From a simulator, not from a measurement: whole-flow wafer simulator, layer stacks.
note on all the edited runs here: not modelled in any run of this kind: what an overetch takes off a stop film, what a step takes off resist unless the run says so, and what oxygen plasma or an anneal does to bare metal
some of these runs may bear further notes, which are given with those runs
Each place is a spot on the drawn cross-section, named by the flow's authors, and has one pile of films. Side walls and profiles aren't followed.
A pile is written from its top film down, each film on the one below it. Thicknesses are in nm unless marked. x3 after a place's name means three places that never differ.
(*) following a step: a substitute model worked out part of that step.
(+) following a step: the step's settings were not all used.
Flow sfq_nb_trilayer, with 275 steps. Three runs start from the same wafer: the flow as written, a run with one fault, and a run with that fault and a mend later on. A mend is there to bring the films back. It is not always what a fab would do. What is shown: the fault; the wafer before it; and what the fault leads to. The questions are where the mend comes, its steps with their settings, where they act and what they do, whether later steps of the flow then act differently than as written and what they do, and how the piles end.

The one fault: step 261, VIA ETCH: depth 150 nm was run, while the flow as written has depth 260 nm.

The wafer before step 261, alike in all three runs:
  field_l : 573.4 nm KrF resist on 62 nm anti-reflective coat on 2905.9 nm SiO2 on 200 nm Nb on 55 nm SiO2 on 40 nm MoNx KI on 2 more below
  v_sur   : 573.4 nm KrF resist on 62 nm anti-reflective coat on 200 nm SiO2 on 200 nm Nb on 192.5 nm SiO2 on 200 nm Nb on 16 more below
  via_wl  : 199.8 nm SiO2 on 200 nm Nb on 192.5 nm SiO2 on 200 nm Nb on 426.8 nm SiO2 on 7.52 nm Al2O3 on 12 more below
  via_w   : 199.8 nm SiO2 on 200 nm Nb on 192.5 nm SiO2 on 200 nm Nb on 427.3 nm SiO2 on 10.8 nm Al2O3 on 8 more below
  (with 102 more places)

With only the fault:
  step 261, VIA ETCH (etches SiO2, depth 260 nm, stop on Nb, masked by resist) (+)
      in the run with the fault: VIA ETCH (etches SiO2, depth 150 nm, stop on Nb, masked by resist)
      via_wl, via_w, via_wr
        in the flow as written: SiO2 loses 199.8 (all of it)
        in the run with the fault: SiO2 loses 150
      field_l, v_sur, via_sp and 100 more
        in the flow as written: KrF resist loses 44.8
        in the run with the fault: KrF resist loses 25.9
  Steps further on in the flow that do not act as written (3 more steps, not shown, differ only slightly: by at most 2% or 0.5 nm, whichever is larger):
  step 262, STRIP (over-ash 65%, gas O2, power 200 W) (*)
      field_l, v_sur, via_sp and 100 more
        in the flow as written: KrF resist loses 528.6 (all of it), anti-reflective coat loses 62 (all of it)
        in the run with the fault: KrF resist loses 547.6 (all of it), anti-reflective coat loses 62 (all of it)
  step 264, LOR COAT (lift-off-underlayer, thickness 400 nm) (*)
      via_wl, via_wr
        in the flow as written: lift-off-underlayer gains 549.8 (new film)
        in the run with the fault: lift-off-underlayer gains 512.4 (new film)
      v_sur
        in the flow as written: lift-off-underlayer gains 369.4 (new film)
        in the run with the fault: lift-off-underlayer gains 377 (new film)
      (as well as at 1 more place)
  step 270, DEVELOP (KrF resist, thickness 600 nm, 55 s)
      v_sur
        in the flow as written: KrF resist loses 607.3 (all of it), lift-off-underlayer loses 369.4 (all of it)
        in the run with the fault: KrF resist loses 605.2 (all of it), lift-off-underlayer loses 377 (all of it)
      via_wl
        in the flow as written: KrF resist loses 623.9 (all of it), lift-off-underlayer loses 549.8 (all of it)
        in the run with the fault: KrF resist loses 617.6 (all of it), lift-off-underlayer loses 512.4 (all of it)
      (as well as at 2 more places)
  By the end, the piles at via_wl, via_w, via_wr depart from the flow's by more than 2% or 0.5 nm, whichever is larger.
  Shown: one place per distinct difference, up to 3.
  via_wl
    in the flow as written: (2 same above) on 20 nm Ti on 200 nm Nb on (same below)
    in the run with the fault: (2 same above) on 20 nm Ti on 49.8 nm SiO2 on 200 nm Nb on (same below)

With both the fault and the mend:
  The mend stands after step 261.
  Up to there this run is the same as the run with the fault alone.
  step 261a, VIA ETCH (etches SiO2, depth 110 nm, stop on Nb, masked by resist) (+) (the flow's step 261 again, with other settings)
      field_l, v_sur, via_sp and 100 more
        KrF resist loses 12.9
      via_wl, via_w, via_wr
        SiO2 loses 49.8 (all of it)
  Every later step of the flow that is run acts as written, at every place that is followed, to within 2% or 0.5 nm, whichever is larger.
  At every place that both follow, the piles at the end match the flow's.
